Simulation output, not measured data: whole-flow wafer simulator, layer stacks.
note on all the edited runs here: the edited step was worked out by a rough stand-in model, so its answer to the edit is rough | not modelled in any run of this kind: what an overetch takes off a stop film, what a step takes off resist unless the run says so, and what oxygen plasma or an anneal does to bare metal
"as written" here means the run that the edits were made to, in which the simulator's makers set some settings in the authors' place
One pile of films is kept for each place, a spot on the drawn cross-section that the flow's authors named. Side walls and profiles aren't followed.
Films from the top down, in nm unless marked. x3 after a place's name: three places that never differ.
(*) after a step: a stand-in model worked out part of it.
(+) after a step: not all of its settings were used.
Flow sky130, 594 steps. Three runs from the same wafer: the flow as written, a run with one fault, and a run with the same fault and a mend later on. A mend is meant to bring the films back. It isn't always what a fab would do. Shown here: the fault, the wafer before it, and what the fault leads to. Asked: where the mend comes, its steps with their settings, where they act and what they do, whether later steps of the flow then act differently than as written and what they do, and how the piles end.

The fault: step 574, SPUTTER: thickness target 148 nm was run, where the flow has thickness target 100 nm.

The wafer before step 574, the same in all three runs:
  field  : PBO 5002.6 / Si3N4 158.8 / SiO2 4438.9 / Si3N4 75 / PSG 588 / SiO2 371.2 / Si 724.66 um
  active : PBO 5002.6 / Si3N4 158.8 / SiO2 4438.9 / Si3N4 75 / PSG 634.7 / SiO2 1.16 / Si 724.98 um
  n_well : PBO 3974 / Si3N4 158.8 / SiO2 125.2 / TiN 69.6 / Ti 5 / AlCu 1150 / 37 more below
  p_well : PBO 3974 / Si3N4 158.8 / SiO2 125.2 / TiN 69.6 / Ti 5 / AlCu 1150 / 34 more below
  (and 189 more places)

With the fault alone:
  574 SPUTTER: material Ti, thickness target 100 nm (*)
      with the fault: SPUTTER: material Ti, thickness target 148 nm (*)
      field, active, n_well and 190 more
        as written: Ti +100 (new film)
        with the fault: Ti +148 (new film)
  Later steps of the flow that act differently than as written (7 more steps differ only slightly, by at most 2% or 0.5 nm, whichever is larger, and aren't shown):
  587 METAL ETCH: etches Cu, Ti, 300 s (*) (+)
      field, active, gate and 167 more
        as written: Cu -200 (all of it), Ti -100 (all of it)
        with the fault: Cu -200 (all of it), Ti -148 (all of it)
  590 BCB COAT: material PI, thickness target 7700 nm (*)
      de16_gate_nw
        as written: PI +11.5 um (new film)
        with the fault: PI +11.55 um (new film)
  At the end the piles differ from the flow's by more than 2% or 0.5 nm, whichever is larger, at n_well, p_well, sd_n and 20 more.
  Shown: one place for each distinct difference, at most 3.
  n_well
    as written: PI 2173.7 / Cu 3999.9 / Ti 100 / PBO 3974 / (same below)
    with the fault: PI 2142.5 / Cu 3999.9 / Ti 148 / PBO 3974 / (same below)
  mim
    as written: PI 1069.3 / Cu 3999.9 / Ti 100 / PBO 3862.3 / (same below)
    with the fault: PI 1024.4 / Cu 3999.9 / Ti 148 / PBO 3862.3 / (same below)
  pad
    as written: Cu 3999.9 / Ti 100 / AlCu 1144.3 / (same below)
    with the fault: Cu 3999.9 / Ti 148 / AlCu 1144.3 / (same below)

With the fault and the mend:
  The mend comes after step 574.
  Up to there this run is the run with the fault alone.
  574a ETCH: chemistry CF4/O2, etches Si3N4, SiO2, TiN, Ti, depth target 48 nm (the flow's step 554 once more, with other settings)
      field, active, n_well and 190 more
        Ti -48
  No later step of the flow acts differently than as written, at any place that is followed, by more than 2% or 0.5 nm, whichever is larger.
  At the end the piles are the same as the flow's at every place that both follow.
